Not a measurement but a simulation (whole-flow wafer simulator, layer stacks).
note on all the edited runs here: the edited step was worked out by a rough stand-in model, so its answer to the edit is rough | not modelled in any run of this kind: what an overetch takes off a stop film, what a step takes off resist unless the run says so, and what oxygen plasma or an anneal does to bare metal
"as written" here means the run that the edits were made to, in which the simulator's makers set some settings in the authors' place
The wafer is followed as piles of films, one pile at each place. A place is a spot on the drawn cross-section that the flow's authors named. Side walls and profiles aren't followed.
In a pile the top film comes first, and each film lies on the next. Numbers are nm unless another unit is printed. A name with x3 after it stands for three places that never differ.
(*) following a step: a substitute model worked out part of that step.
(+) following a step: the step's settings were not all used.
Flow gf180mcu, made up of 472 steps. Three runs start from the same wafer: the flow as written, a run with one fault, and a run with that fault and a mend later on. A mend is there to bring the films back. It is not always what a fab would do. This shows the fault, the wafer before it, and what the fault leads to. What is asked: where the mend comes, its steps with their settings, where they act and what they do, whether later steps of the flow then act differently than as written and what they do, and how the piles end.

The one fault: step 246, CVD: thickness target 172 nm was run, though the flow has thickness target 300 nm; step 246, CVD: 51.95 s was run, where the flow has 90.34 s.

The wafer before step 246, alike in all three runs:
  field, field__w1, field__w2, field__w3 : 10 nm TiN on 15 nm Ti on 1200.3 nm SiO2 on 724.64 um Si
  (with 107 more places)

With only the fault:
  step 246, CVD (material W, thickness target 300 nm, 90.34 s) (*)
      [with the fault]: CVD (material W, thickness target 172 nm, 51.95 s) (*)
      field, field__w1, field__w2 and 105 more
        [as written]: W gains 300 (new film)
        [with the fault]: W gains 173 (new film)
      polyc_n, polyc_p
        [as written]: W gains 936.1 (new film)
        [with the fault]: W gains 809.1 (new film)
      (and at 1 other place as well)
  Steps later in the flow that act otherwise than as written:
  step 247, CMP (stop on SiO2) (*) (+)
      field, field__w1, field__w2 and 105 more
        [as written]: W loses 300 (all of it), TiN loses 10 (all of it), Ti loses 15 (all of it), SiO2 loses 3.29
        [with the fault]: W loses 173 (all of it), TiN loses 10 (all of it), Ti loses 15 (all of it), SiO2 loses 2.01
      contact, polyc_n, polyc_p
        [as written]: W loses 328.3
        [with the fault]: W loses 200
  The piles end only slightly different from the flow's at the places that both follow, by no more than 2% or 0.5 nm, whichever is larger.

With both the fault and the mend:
  The mend follows step 246.
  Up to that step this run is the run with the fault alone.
  step 246a, CVD (material W, thickness target 128 nm, 38.54 s) (a further turn of the flow's step 246, with different settings)
      field, field__w1, field__w2 and 108 more
        W gains 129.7
  Every later step of the flow that is run acts as written, at every place that is followed, to within 2% or 0.5 nm, whichever is larger.
  The piles end only slightly different from the flow's at the places that both follow, by no more than 2% or 0.5 nm, whichever is larger.
